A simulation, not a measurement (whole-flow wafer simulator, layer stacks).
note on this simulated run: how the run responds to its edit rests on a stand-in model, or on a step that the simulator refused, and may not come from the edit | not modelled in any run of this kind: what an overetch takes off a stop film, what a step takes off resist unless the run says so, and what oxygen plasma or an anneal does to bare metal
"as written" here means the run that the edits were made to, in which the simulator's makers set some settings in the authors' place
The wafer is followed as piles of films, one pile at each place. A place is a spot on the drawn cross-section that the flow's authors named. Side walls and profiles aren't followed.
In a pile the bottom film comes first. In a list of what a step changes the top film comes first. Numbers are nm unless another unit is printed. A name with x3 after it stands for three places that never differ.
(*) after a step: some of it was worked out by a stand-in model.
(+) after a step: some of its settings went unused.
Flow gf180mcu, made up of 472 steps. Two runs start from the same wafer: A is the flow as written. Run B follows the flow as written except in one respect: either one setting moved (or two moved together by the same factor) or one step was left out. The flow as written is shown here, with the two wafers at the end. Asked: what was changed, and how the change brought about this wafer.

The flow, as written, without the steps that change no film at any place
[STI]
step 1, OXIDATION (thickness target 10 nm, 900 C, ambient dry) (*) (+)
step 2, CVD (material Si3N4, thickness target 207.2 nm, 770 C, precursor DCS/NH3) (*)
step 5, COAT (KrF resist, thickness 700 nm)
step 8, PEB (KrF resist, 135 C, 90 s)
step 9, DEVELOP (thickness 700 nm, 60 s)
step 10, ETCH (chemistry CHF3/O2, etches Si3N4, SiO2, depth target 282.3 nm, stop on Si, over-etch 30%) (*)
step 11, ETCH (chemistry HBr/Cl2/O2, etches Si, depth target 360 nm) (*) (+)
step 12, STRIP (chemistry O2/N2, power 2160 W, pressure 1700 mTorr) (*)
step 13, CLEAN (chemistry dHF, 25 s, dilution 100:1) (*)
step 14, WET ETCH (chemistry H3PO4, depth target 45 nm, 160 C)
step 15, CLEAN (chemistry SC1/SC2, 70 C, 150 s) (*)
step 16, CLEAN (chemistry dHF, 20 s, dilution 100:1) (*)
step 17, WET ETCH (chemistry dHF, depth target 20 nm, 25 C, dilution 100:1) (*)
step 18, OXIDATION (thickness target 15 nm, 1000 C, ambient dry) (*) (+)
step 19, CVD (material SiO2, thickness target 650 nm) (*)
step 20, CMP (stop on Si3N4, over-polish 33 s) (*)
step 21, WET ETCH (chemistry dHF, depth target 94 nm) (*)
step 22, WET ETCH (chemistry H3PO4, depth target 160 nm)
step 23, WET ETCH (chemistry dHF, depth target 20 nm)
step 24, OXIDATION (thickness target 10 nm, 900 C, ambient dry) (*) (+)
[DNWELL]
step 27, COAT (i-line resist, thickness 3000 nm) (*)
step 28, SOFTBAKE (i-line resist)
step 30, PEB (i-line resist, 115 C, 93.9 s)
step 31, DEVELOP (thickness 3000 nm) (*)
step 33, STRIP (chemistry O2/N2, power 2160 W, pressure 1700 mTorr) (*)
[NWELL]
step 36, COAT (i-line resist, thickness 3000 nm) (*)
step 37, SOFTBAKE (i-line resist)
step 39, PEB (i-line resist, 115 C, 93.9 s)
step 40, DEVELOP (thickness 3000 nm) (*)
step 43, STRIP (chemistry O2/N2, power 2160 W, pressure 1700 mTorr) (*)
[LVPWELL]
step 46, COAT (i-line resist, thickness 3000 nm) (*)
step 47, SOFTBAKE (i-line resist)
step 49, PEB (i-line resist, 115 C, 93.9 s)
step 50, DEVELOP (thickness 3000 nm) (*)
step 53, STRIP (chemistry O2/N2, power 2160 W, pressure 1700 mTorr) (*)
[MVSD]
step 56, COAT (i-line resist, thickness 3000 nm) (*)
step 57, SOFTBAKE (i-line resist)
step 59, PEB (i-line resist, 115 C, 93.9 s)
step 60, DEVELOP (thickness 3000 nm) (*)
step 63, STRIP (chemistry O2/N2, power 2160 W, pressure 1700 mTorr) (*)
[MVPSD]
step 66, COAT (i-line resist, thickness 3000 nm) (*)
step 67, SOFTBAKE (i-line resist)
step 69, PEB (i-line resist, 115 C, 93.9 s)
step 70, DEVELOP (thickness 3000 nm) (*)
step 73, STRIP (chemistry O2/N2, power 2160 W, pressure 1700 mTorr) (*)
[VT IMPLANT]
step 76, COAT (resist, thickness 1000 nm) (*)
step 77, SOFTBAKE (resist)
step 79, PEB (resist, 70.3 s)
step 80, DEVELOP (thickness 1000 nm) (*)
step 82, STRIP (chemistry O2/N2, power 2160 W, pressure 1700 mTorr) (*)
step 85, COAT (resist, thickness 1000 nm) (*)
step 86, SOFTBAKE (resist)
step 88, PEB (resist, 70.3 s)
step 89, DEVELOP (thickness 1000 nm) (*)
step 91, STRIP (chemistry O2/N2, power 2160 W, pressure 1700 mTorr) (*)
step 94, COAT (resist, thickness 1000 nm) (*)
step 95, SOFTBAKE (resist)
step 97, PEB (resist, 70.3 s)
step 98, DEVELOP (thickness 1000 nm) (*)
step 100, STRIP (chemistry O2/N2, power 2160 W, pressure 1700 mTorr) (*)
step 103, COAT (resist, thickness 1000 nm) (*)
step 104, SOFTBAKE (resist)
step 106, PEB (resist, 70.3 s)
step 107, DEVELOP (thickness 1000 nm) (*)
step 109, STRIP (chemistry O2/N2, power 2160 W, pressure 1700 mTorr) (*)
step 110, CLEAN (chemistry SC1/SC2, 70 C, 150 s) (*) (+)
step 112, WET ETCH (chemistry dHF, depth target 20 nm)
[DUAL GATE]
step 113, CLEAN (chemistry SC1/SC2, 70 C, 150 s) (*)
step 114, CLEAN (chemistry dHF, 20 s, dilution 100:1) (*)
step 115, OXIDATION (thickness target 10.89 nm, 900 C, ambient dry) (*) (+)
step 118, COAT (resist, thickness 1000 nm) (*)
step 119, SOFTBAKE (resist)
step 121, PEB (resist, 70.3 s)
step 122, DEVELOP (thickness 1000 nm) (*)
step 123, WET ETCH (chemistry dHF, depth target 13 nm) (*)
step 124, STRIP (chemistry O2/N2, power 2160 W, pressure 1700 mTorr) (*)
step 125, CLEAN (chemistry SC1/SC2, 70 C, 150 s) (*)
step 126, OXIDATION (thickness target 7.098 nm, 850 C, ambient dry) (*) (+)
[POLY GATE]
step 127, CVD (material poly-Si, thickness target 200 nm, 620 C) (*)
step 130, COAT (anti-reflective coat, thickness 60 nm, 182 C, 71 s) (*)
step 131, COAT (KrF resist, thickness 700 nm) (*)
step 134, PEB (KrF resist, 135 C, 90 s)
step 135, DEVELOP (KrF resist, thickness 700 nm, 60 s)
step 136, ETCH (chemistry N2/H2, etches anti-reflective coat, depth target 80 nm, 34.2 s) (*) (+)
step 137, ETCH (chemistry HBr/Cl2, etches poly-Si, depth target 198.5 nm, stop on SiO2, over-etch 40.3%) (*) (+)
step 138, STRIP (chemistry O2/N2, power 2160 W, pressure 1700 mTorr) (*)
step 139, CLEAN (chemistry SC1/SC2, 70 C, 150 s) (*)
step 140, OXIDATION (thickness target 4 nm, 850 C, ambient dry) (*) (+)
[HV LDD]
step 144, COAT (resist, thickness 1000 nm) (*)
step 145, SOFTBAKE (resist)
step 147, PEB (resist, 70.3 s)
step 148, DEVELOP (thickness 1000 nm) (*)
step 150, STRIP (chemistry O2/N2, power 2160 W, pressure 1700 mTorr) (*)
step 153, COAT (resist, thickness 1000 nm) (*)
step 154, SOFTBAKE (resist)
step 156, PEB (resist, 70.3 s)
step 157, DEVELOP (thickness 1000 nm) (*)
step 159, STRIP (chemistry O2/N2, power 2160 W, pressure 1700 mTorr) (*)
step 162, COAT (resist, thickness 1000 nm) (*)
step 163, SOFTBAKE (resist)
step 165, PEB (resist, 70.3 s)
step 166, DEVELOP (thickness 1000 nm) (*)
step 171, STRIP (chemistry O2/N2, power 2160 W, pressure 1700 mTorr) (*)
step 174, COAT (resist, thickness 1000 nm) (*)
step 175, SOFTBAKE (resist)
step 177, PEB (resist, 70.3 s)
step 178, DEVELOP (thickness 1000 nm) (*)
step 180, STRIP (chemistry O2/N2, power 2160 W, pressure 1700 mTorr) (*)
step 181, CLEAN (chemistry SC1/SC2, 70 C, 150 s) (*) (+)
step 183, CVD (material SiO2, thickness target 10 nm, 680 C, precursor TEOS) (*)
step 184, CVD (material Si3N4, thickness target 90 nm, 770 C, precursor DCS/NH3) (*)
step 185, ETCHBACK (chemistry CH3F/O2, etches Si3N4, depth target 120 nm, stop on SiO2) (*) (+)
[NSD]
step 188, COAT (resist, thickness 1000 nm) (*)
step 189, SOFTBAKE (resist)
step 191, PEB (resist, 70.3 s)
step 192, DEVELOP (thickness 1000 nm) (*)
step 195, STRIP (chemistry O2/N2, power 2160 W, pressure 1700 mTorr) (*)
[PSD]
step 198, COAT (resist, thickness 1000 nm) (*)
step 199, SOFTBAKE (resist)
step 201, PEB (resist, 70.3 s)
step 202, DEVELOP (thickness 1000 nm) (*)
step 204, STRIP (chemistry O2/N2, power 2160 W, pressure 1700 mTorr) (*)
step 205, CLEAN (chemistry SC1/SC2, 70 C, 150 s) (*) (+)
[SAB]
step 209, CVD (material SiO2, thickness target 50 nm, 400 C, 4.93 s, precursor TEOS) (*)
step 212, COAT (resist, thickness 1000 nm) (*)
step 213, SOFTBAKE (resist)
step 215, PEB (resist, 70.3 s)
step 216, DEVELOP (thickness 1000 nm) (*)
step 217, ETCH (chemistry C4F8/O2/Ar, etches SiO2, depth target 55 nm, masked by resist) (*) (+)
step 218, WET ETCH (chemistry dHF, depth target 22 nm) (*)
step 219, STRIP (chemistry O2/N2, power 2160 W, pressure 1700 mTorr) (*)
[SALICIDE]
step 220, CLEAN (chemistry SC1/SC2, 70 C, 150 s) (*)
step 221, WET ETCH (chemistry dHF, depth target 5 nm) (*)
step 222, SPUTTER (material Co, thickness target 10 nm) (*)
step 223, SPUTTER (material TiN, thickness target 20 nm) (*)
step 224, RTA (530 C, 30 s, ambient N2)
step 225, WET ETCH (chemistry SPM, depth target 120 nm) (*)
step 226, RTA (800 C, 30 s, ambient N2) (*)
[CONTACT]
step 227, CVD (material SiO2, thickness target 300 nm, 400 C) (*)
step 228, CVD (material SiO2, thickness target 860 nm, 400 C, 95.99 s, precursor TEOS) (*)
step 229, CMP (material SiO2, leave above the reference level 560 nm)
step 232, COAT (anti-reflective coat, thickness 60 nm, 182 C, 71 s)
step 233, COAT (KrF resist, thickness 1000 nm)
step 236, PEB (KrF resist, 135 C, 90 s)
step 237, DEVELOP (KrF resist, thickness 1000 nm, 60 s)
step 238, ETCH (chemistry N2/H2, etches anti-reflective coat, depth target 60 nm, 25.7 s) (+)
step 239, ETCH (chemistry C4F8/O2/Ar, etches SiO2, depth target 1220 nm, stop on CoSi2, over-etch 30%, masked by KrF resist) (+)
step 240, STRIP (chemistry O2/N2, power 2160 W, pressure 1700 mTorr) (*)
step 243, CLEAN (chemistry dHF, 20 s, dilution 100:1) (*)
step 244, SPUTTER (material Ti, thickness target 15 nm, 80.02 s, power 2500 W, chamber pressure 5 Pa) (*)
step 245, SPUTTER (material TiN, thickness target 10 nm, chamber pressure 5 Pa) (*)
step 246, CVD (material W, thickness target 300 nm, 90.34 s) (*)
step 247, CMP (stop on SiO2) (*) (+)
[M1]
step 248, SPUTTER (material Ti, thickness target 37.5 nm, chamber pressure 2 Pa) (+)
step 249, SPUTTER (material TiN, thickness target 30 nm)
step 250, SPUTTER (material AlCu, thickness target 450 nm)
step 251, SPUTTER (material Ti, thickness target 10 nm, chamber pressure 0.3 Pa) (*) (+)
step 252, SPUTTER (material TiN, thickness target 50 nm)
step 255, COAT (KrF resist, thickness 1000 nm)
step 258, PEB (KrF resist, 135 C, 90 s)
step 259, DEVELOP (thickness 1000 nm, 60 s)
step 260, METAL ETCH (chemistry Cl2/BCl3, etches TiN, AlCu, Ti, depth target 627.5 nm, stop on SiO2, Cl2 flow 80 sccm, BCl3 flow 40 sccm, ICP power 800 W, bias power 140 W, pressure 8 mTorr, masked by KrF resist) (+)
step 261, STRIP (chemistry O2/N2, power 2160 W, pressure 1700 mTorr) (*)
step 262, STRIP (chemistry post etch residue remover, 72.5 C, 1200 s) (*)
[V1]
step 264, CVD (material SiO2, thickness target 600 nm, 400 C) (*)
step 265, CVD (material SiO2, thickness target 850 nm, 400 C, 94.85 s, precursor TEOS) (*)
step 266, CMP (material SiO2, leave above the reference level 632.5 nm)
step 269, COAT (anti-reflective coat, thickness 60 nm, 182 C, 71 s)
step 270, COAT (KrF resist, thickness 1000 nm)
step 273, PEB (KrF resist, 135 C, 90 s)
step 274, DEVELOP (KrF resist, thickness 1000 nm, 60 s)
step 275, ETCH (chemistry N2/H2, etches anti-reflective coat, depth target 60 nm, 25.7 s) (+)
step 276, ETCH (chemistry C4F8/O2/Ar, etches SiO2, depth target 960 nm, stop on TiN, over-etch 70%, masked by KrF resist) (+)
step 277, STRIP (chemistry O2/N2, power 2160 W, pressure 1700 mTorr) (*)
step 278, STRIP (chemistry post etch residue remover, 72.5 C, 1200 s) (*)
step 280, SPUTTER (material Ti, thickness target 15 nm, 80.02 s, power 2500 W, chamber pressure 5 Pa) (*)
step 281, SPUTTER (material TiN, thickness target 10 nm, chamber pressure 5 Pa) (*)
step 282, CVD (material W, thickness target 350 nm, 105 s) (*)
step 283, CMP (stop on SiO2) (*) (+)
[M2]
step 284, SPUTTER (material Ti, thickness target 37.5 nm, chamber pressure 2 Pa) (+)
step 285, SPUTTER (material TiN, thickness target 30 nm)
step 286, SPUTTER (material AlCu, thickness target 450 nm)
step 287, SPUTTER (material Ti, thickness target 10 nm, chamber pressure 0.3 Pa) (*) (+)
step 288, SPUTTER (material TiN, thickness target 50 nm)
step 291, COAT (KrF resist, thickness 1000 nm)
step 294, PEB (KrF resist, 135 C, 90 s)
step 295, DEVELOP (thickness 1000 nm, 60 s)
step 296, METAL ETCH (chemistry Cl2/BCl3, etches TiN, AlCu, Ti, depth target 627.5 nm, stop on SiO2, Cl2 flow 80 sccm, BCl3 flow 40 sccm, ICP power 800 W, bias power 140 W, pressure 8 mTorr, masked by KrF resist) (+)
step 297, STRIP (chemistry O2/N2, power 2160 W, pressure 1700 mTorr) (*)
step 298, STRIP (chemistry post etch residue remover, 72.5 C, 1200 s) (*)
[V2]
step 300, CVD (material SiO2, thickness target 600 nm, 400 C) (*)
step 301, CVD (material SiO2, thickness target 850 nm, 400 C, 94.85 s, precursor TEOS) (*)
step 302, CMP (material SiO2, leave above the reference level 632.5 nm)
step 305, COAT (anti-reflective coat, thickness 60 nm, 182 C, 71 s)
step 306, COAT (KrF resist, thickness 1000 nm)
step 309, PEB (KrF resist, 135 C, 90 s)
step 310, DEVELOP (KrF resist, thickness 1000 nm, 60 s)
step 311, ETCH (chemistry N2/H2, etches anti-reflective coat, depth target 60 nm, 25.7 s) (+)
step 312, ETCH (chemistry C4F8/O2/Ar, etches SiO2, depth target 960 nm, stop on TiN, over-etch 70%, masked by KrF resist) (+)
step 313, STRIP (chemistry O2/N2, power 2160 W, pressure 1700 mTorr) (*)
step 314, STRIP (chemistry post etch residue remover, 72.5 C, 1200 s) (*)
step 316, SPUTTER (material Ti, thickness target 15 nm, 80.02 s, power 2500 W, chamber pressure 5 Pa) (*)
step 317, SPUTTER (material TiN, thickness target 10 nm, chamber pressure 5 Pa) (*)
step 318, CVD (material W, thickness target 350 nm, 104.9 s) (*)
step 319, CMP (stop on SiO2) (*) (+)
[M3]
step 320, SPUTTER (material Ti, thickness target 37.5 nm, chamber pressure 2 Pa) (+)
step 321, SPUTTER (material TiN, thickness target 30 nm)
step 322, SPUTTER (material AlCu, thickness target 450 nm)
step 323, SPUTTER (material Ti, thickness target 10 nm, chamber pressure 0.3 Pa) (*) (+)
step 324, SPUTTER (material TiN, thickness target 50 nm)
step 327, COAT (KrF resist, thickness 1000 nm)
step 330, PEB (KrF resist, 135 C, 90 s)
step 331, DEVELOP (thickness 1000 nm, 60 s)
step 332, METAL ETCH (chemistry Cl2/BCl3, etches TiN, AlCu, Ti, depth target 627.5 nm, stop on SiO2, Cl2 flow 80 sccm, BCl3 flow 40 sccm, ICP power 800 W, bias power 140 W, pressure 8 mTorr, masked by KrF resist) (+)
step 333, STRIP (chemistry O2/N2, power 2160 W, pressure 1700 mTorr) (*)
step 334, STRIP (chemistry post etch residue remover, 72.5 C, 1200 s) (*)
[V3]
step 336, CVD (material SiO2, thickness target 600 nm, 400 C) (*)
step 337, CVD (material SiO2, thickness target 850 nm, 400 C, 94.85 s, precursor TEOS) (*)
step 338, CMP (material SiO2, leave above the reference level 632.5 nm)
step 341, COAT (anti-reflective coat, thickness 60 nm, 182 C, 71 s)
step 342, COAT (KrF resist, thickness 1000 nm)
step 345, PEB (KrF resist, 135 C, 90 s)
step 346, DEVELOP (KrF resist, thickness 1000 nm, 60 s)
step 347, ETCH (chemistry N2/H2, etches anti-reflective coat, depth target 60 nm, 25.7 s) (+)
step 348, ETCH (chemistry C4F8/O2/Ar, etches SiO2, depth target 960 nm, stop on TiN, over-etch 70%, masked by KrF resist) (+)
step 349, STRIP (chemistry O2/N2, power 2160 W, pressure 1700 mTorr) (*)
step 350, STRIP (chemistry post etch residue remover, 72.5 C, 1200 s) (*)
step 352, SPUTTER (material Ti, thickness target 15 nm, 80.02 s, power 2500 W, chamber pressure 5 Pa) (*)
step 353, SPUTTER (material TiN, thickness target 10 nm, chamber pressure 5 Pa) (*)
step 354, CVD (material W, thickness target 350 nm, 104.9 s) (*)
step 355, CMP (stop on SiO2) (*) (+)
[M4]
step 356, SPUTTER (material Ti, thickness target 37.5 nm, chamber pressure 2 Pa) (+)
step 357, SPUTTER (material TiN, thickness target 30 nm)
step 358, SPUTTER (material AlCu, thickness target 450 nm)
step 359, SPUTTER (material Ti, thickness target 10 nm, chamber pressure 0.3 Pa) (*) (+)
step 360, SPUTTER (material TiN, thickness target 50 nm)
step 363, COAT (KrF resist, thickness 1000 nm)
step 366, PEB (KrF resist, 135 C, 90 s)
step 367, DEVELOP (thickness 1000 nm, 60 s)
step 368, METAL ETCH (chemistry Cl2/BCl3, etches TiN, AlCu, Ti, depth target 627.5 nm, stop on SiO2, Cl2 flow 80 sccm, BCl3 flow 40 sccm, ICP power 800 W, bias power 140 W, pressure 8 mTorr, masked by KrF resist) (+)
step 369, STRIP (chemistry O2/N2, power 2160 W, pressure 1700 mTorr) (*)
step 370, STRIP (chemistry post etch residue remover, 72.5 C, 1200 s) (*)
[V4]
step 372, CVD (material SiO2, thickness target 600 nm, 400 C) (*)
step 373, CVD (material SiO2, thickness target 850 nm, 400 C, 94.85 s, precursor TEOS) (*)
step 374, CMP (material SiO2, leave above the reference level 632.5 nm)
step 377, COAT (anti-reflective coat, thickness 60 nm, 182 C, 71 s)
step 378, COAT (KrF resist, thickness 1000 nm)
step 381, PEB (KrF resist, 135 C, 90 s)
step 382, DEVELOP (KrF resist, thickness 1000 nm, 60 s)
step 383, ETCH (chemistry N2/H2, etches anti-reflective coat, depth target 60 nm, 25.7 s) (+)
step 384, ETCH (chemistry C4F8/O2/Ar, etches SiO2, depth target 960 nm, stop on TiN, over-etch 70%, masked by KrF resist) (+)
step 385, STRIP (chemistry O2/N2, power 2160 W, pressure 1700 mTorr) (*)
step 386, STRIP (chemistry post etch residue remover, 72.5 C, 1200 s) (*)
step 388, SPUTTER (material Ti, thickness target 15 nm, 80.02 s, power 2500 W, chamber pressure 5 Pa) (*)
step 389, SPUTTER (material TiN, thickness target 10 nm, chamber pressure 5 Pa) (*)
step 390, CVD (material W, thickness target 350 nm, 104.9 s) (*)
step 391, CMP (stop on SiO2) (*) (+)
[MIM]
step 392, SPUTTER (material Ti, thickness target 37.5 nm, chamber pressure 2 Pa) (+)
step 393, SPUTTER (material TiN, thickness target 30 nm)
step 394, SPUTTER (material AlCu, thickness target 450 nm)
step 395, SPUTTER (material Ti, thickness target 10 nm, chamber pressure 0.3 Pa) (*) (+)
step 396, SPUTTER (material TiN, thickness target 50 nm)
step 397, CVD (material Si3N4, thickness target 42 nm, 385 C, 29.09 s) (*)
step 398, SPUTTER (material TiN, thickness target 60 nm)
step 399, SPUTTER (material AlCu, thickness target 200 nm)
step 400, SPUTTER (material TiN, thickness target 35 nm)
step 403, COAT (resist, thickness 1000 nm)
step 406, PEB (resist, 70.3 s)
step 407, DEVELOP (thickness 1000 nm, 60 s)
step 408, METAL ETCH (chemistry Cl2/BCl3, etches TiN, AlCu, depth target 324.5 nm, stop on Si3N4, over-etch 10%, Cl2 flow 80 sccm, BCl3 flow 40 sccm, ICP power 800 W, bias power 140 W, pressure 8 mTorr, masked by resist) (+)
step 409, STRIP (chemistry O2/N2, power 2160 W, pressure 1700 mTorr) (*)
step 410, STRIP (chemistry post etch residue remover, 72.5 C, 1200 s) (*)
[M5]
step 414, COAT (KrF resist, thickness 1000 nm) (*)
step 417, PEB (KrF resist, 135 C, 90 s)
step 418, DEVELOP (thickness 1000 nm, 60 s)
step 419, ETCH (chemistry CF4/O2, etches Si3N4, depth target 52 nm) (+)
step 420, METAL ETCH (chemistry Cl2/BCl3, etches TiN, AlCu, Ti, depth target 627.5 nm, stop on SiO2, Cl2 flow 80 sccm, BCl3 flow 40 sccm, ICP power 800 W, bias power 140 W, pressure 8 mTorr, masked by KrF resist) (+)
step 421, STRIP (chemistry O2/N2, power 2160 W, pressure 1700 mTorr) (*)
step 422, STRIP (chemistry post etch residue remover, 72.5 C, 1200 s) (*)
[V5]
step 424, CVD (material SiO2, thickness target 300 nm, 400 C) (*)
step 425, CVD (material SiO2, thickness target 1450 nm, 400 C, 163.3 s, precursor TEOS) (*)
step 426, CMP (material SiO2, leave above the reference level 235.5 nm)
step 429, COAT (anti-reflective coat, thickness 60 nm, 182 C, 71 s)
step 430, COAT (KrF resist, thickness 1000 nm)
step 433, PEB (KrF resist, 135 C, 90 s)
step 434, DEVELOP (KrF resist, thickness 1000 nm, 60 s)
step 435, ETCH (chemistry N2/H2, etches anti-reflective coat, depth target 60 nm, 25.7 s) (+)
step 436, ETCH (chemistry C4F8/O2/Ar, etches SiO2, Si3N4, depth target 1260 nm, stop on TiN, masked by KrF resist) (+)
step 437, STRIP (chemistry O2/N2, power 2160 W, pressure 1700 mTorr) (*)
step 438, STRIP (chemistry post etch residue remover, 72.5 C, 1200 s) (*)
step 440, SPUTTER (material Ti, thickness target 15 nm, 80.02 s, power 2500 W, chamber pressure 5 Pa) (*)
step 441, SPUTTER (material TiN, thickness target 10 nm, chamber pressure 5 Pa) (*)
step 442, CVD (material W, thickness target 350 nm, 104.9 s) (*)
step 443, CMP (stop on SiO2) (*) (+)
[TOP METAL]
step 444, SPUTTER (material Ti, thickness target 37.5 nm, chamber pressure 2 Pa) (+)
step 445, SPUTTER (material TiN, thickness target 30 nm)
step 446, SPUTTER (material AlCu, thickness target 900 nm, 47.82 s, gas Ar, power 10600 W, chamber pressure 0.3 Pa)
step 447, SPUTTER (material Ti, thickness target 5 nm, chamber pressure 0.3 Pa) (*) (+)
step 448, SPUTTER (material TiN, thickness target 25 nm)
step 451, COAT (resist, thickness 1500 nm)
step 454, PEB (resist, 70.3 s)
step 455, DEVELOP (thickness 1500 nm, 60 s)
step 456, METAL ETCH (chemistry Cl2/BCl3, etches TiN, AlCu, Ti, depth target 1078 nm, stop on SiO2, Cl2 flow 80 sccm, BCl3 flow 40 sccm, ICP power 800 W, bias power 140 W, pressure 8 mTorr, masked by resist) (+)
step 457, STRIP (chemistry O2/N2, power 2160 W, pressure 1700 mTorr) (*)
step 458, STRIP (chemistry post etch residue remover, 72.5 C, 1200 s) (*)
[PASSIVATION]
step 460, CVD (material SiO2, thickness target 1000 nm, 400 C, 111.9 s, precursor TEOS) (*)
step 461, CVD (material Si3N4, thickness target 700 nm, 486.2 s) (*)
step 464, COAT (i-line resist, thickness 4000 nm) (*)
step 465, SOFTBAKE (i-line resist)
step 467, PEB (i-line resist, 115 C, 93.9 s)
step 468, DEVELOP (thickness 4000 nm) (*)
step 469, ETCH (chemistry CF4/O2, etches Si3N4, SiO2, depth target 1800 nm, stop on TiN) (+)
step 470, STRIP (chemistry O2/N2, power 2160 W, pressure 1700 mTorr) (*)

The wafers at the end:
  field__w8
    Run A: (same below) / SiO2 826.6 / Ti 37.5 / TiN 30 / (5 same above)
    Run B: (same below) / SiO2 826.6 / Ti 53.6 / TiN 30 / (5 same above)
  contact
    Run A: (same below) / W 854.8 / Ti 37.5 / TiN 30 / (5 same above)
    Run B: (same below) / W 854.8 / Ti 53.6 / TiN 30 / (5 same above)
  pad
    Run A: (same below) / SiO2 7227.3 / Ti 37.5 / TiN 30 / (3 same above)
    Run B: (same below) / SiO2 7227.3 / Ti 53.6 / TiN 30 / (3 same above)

The reason: step 444, SPUTTER: thickness target 53.6 nm was run, though the flow has thickness target 37.5 nm.
One can read it off the wafer: field__w8 has Ti 53.6, and step 444 as written asks for 37.5 nm.

The path from the change to this, step by step:
  step 444, SPUTTER (material Ti, thickness target 37.5 nm, chamber pressure 2 Pa) (+)
      field, field__w1, field__w2 and 109 more: A +37.5 Ti (new film) | B +53.6 Ti (new film)
  step 456, METAL ETCH (chemistry Cl2/BCl3, etches TiN, AlCu, Ti, depth target 1078 nm, stop on SiO2, Cl2 flow 80 sccm, BCl3 flow 40 sccm, ICP power 800 W, bias power 140 W, pressure 8 mTorr, masked by resist) (+)
      field, field__w1, field__w2 and 103 more: A -25 TiN (all of it), -5 Ti (all of it), -900 AlCu (all of it), -30 TiN (all of it), -37.5 Ti (all of it) | B -25 TiN (all of it), -5 Ti (all of it), -900 AlCu (all of it), -30 TiN (all of it), -53.6 Ti (all of it)
  step 465, SOFTBAKE (i-line resist)
      gate: A +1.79 i-line resist | B -0.23 i-line resist
      ld_acc_p, ld_fp_p, ld_drift_p: A +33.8 i-line resist | B +27.6 i-line resist
      (and at 63 other places as well)
